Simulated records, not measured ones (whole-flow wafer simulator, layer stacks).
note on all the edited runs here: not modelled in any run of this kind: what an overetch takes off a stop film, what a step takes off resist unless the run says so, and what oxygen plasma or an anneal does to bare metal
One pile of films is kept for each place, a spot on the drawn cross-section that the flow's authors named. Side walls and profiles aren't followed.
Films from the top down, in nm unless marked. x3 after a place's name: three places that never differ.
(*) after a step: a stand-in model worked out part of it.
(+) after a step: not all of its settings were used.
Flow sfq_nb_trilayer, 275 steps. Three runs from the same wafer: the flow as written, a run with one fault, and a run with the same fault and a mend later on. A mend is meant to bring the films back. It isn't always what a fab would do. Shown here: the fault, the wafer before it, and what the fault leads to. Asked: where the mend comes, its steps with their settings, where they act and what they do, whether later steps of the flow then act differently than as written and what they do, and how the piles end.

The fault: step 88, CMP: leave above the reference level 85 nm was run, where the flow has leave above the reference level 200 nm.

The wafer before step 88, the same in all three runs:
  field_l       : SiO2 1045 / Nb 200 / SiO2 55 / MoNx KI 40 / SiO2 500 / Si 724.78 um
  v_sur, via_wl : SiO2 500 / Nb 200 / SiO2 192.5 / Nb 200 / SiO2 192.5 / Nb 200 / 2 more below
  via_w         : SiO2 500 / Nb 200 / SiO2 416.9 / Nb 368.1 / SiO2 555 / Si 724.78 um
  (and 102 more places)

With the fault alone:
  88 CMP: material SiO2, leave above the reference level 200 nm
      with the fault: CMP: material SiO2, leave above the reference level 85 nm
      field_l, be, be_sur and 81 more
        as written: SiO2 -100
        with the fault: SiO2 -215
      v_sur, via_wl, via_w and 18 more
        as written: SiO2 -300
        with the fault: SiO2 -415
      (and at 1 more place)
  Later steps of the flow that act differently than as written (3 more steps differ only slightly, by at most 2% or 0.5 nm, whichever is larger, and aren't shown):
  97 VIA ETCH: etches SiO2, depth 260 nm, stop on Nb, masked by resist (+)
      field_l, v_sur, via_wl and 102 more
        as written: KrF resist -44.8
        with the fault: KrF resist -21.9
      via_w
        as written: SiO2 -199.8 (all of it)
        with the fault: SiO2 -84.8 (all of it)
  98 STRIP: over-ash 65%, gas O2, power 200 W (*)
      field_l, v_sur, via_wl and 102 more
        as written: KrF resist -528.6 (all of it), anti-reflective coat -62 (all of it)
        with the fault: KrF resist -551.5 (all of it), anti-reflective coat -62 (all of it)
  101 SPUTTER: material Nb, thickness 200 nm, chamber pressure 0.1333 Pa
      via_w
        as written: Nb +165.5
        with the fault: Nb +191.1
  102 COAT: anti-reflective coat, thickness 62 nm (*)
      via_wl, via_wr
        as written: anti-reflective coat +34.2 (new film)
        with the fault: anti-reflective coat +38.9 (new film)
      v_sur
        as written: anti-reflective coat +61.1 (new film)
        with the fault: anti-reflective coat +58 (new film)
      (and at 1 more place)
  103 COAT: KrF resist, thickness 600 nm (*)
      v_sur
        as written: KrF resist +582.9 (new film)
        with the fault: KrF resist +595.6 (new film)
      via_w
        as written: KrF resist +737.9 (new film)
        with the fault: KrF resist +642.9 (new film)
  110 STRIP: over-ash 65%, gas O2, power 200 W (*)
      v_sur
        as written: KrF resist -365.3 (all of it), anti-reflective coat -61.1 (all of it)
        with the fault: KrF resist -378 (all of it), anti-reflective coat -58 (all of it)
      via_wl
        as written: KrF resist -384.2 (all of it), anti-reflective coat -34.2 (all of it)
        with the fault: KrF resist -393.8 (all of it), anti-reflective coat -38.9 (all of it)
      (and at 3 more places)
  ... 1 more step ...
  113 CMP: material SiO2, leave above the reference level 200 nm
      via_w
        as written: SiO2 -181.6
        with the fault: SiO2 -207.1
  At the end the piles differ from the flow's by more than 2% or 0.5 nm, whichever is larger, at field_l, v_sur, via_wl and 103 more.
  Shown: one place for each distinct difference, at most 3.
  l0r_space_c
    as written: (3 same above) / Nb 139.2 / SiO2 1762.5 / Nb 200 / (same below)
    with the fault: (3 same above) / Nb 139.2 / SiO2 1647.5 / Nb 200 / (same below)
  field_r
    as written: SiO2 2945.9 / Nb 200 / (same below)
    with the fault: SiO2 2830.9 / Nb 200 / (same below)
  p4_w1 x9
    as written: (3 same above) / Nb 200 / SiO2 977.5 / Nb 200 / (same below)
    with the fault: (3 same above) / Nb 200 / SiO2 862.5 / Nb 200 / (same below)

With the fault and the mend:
  The mend comes after step 89.
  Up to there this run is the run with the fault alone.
  89a PECVD: material SiO2, thickness 115 nm, 150 C, 25.56 s, RF power 183.3 W, pressure 2.4 Torr, precursor SiH4/N2O (the flow's step 87 once more, with other settings)
      field_l, v_sur, via_wl and 103 more
        SiO2 +115
  No later step of the flow acts differently than as written at any place that is followed.
  At the end the piles are the same as the flow's at every place that both follow.
